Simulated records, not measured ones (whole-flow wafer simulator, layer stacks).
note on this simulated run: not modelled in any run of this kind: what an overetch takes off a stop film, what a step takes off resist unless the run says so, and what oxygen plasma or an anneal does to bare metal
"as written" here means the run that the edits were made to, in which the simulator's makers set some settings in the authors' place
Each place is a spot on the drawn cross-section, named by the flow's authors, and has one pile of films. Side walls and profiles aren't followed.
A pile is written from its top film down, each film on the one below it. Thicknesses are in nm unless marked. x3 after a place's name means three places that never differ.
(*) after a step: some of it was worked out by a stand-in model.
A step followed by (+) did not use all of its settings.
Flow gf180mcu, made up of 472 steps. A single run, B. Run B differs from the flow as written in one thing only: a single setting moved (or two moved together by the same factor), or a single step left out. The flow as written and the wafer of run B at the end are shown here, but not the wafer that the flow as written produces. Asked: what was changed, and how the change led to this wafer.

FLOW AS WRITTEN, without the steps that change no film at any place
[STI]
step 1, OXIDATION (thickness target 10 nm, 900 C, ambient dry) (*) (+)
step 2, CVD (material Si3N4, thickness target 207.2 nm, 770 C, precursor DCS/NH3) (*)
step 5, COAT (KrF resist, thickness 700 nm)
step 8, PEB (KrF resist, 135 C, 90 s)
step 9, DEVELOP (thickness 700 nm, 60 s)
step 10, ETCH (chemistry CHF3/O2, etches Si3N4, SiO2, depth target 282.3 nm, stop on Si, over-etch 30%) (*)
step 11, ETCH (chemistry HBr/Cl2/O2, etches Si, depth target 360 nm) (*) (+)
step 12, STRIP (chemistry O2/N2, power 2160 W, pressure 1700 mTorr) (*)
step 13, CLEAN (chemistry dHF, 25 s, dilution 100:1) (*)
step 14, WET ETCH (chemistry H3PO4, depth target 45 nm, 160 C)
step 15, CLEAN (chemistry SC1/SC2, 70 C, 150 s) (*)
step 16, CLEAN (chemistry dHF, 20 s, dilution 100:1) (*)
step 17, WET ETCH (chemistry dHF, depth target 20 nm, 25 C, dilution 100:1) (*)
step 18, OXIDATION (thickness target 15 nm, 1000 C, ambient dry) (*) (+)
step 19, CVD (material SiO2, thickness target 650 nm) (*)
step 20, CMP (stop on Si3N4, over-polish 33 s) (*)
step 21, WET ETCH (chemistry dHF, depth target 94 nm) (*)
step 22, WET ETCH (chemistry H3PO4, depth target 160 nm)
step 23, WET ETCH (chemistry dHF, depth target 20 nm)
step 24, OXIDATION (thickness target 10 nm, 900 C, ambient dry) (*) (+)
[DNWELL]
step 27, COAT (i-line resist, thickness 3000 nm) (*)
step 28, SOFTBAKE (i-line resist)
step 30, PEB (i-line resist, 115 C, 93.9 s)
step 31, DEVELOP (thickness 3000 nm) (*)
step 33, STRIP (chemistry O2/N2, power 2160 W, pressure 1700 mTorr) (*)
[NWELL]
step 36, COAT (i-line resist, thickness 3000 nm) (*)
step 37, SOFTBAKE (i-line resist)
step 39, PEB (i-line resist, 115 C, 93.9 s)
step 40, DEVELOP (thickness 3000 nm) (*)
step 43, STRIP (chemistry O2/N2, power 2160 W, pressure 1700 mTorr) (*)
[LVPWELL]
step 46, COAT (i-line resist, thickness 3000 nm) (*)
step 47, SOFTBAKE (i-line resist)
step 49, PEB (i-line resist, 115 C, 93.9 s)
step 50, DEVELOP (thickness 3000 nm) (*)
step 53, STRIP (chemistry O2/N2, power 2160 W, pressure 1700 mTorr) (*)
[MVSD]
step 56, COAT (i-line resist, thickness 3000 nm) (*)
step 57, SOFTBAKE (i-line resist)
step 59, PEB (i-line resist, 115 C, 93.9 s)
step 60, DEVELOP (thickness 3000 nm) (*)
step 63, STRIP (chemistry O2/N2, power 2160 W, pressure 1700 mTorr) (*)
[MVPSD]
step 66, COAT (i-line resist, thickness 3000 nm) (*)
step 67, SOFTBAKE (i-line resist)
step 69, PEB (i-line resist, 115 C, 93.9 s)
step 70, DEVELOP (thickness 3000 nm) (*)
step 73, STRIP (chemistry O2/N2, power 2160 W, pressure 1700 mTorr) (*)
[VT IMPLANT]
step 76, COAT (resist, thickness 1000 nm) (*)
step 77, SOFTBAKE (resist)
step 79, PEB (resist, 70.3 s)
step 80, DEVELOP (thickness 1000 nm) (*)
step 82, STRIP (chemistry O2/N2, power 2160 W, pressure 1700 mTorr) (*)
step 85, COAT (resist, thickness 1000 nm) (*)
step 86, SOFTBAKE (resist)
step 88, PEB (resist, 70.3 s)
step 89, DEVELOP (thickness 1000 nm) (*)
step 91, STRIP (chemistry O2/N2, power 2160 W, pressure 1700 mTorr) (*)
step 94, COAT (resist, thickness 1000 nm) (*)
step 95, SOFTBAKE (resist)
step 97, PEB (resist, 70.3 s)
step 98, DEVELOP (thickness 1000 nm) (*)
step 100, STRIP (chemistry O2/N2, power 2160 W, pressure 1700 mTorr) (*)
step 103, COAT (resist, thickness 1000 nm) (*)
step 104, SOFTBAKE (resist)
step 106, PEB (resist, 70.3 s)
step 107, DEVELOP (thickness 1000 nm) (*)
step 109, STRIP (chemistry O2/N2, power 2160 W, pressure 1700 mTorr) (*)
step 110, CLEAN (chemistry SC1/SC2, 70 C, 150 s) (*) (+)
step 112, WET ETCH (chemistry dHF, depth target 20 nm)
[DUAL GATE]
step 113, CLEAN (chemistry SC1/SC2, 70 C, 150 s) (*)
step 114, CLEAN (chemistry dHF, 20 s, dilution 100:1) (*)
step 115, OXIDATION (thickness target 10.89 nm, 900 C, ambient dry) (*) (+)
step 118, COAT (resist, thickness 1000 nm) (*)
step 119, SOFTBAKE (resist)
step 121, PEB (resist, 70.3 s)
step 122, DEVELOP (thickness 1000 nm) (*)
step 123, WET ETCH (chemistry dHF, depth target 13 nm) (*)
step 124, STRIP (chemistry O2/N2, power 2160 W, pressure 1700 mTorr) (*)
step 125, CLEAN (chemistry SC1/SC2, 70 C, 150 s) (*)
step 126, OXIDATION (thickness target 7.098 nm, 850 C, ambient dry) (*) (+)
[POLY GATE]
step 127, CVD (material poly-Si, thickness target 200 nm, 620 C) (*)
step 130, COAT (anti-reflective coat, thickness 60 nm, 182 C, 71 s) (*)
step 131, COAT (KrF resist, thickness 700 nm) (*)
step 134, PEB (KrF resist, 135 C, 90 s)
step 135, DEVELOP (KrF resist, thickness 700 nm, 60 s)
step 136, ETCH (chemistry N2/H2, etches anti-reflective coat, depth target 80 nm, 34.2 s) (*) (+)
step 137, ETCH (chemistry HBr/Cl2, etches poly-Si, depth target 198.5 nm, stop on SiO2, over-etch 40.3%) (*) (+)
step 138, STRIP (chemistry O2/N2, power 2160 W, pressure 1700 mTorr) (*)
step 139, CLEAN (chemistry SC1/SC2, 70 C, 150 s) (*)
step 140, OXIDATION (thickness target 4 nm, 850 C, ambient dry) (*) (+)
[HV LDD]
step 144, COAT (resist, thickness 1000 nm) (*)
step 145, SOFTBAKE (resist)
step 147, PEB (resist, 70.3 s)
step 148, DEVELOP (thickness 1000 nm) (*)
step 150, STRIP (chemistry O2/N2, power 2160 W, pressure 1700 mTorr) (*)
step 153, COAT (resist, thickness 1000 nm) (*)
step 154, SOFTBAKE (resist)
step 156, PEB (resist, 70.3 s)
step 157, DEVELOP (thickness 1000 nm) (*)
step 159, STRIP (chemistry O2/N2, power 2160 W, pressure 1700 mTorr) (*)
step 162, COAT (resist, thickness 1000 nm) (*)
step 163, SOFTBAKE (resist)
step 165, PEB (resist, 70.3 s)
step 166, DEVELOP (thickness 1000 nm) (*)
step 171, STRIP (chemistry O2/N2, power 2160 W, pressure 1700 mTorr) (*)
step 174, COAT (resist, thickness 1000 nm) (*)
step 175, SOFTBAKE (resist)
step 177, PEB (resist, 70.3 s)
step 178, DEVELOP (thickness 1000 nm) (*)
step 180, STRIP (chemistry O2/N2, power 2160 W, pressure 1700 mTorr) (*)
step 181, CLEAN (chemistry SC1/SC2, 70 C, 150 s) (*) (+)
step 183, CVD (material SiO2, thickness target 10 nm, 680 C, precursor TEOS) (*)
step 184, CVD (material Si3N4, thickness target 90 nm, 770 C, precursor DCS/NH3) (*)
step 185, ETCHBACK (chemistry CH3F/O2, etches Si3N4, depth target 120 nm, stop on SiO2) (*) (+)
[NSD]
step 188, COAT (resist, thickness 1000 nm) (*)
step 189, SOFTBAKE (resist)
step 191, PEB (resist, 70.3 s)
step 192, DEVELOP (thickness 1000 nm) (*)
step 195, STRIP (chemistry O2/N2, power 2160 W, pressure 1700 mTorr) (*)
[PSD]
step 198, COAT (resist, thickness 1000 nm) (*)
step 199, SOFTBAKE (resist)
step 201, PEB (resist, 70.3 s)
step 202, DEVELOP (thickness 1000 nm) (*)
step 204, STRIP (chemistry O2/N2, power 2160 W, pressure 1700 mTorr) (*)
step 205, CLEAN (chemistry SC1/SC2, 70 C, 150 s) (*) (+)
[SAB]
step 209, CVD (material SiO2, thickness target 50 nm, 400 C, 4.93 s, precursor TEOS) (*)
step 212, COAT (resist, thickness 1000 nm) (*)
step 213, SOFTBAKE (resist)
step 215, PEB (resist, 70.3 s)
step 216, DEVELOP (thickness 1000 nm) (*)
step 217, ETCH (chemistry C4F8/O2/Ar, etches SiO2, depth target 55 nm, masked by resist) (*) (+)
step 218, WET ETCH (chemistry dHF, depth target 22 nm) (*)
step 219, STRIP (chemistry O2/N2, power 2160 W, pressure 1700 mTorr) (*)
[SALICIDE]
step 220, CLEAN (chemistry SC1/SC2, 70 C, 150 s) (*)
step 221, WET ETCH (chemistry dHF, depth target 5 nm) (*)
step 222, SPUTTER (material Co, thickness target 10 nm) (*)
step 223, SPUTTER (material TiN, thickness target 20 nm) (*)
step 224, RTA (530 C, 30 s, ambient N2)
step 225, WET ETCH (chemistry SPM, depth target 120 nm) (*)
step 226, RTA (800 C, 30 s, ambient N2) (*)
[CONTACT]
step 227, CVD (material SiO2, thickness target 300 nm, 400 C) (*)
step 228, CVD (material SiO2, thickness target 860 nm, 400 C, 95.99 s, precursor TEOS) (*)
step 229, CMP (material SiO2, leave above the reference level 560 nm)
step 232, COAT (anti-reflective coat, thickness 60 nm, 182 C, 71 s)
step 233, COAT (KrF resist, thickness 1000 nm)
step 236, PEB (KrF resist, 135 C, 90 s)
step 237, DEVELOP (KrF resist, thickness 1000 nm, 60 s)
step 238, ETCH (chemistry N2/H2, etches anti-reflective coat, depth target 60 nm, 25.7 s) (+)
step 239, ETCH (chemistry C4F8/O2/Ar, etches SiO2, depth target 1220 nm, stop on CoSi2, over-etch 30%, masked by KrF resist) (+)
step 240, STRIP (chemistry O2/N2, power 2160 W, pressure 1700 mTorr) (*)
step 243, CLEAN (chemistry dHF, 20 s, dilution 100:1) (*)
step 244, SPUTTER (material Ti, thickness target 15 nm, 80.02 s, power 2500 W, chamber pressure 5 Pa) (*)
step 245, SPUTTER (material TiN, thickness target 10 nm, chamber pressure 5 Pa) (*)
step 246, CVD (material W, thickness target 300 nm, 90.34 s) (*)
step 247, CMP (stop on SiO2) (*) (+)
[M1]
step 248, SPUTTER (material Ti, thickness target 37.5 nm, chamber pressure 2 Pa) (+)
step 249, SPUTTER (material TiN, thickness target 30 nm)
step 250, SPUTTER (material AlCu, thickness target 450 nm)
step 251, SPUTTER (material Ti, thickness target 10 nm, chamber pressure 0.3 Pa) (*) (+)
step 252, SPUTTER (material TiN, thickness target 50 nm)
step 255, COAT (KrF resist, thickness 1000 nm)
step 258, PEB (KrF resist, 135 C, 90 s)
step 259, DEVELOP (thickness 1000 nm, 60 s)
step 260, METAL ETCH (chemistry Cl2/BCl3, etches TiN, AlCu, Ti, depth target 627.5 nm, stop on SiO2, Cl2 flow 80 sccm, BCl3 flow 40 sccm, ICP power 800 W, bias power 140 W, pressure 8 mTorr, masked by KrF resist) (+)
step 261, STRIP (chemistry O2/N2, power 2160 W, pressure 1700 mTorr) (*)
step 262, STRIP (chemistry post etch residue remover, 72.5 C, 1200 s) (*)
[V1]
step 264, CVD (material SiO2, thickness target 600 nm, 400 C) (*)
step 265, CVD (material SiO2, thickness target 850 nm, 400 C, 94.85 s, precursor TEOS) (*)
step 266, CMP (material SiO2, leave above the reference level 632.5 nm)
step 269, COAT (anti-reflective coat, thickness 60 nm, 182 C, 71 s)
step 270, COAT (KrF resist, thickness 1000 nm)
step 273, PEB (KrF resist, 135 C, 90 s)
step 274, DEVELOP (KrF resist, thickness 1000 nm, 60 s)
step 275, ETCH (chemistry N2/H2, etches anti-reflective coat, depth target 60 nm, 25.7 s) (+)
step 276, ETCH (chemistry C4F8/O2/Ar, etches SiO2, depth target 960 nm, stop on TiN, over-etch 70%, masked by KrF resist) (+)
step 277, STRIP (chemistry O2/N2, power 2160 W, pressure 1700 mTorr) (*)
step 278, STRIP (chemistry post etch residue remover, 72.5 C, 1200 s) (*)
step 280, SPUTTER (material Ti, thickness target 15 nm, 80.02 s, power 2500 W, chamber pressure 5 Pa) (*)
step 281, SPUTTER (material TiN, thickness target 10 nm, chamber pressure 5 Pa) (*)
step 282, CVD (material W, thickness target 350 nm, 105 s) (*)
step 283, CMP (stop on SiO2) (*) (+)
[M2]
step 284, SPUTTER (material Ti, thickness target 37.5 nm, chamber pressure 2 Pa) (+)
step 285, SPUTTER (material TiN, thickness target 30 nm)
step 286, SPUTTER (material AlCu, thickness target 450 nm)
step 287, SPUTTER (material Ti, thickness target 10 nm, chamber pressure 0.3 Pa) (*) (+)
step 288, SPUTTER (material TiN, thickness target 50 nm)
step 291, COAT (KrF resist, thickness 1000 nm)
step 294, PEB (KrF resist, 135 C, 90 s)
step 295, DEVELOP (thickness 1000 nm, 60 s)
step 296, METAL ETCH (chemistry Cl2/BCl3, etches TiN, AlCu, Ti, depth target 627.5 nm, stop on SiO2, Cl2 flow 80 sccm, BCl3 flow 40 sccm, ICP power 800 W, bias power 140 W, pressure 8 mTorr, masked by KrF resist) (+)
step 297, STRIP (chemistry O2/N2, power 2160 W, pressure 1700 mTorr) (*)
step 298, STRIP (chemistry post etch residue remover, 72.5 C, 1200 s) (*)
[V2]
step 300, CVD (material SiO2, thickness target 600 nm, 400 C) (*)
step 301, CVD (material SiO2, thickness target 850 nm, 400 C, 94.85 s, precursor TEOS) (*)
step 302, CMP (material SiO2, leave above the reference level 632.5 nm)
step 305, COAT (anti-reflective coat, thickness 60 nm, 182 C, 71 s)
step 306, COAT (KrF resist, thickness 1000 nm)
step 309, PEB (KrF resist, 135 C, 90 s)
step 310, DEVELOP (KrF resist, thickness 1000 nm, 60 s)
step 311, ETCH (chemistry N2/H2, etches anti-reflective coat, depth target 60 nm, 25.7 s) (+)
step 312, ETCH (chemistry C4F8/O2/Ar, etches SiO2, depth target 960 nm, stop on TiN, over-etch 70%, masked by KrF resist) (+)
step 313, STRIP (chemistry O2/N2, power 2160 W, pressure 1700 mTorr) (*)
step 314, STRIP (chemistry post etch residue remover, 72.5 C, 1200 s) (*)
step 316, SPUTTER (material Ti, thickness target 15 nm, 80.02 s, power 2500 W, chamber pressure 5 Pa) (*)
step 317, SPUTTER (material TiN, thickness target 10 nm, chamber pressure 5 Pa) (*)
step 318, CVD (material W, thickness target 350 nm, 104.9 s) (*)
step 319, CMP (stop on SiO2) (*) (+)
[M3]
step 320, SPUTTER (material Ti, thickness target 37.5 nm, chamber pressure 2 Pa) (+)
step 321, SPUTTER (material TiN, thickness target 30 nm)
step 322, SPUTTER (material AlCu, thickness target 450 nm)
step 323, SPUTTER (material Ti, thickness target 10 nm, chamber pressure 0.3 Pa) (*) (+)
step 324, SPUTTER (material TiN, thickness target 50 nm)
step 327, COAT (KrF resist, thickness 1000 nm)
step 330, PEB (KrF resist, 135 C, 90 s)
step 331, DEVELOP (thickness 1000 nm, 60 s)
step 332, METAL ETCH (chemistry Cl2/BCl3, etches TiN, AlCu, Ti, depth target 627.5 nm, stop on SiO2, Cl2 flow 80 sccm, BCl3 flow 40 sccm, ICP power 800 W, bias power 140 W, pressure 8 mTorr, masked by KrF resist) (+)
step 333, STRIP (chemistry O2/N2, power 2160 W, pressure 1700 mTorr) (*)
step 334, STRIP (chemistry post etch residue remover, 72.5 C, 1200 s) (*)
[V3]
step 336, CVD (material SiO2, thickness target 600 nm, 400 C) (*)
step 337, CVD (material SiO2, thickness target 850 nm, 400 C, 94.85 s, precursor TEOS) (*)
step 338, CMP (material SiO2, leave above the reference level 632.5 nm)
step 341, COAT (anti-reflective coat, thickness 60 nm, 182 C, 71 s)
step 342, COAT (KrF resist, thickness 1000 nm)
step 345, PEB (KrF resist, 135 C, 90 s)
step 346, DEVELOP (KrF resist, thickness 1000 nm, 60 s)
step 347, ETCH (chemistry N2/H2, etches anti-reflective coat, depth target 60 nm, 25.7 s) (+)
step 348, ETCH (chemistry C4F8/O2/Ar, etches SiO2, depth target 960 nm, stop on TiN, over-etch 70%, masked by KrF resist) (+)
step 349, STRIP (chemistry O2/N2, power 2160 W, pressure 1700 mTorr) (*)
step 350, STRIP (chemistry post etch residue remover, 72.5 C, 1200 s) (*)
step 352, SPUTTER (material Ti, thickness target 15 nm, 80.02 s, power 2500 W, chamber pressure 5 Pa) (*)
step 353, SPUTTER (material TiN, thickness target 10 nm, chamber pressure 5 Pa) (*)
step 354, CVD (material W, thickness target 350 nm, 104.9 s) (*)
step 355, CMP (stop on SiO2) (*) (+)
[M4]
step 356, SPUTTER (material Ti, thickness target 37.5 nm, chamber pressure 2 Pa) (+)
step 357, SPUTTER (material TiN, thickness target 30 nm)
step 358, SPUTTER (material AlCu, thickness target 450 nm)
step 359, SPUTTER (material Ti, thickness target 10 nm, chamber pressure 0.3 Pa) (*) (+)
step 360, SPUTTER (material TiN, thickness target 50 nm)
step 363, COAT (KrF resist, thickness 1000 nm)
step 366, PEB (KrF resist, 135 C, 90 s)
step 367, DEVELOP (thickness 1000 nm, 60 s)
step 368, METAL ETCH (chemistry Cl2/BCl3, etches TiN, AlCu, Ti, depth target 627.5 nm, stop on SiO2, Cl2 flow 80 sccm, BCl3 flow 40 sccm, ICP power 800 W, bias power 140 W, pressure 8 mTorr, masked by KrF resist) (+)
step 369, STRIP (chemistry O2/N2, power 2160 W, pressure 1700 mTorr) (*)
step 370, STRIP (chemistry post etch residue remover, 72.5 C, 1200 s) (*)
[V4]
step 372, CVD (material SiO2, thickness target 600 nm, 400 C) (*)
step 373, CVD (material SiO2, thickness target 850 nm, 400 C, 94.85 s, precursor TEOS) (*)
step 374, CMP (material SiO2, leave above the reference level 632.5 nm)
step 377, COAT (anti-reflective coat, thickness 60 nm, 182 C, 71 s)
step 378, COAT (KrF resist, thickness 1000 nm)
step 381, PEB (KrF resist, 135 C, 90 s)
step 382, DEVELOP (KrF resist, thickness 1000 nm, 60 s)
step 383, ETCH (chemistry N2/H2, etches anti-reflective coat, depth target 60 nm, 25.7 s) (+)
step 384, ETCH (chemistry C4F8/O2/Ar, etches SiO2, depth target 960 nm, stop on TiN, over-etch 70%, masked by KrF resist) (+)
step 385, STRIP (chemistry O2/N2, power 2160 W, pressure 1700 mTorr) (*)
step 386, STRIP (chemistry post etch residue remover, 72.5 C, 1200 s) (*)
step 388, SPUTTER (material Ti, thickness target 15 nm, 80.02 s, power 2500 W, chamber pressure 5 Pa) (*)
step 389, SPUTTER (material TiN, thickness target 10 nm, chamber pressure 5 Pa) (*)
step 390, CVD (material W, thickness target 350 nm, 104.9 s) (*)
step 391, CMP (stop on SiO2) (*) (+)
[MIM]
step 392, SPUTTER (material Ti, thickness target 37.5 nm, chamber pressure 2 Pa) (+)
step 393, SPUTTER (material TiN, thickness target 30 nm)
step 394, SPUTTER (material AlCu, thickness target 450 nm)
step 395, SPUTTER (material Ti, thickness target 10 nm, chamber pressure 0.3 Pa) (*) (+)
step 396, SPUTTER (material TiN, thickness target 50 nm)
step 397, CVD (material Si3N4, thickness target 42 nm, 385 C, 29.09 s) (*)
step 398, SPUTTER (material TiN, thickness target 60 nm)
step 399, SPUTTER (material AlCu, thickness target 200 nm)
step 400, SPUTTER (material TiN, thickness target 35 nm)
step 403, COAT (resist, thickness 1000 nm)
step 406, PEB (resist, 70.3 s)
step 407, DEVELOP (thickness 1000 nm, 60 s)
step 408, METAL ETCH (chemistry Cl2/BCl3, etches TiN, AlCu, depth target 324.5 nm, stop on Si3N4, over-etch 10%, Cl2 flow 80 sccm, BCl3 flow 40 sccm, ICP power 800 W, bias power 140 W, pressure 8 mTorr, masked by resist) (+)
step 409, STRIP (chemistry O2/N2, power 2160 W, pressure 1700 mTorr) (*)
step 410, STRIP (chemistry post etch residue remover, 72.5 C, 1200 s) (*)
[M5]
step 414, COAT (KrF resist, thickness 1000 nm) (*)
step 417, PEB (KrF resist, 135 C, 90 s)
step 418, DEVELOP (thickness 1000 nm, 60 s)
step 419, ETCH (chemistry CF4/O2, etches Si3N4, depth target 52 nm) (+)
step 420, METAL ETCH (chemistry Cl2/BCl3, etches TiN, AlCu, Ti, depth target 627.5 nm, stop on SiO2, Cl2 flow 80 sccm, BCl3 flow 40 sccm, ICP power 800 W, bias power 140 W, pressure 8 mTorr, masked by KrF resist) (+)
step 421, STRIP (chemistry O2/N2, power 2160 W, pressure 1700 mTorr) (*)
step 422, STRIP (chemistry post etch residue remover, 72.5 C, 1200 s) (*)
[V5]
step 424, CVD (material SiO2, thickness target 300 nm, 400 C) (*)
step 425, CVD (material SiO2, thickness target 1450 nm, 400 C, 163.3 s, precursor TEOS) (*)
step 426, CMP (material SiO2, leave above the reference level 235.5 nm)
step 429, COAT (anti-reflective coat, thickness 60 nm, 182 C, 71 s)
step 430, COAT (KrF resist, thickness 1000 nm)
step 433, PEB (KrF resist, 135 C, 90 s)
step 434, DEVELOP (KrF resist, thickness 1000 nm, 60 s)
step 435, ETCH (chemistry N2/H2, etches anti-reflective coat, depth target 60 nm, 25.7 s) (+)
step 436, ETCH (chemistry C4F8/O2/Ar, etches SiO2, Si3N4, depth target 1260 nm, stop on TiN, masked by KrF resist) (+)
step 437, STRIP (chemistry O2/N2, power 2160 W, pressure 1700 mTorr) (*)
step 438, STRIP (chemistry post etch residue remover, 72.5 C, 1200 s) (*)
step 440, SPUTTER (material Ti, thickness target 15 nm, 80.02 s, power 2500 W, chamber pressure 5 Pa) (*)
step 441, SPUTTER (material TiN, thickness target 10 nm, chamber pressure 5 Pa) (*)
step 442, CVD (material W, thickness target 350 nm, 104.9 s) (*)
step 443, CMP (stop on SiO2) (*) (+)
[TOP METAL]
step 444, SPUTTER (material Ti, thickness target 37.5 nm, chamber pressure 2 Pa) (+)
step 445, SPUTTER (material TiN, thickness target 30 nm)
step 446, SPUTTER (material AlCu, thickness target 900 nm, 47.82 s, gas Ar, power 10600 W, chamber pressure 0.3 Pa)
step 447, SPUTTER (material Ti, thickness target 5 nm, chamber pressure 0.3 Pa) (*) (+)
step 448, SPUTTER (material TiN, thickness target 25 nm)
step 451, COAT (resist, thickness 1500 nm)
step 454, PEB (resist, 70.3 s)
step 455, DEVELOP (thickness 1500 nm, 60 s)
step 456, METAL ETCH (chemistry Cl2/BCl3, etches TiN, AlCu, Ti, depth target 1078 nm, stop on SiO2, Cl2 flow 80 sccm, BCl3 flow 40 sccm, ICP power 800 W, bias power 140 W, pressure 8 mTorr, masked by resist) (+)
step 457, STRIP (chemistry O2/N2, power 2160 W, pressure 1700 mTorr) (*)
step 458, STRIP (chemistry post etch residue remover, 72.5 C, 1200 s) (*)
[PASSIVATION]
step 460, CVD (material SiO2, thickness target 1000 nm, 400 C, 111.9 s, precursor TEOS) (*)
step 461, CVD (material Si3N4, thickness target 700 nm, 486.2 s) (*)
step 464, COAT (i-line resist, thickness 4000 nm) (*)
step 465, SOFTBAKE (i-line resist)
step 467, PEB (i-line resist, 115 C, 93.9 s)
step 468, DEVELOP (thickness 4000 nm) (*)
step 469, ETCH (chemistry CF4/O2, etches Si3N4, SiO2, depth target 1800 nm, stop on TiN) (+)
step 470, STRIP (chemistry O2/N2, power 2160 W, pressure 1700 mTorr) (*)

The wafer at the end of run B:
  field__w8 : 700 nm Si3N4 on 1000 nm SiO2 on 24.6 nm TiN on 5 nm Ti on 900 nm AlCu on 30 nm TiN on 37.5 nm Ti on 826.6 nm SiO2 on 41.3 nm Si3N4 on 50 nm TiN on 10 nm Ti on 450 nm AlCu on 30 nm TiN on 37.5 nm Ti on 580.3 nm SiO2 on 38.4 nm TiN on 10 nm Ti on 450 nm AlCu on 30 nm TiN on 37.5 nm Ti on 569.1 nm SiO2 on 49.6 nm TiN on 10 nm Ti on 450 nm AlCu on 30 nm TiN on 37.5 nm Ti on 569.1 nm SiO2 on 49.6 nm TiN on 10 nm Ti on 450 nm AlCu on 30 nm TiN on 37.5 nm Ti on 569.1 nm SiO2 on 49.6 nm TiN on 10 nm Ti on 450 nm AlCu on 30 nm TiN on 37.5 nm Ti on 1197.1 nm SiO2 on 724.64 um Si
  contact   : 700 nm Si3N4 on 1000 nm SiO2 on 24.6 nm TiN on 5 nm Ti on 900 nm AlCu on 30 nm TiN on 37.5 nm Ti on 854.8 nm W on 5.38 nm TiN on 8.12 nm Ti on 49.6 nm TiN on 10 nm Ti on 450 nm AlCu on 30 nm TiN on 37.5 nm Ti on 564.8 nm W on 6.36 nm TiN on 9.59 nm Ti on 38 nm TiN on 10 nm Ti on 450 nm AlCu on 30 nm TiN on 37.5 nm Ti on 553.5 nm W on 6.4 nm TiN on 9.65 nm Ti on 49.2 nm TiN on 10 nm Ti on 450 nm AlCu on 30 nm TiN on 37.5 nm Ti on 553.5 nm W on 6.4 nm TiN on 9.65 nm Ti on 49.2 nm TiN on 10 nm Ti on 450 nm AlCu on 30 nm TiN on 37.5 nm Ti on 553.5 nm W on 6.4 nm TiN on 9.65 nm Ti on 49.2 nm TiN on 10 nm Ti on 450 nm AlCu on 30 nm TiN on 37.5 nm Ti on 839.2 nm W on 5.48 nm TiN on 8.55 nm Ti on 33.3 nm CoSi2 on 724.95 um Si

The reason: step 360, SPUTTER: thickness target 38.8 nm was run, whereas the flow has thickness target 50 nm.

How this came from the change, step by step:
  step 360, SPUTTER (material TiN, thickness target 50 nm)
      field, field__w1, field__w2 and 108 more: TiN gains 38.8 (new film) (it would be, as written: TiN gains 50 (new film))
  step 368, METAL ETCH (chemistry Cl2/BCl3, etches TiN, AlCu, Ti, depth target 627.5 nm, stop on SiO2, Cl2 flow 80 sccm, BCl3 flow 40 sccm, ICP power 800 W, bias power 140 W, pressure 8 mTorr, masked by KrF resist) (+)
      field, field__w1, field__w2 and 103 more: TiN loses 38.8 (all of it), Ti loses 10 (all of it), AlCu loses 450 (all of it), TiN loses 30 (all of it), Ti loses 37.5 (all of it) (it would be, as written: TiN loses 50 (all of it), Ti loses 10 (all of it), AlCu loses 450 (all of it), TiN loses 30 (all of it), Ti loses 37.5 (all of it))
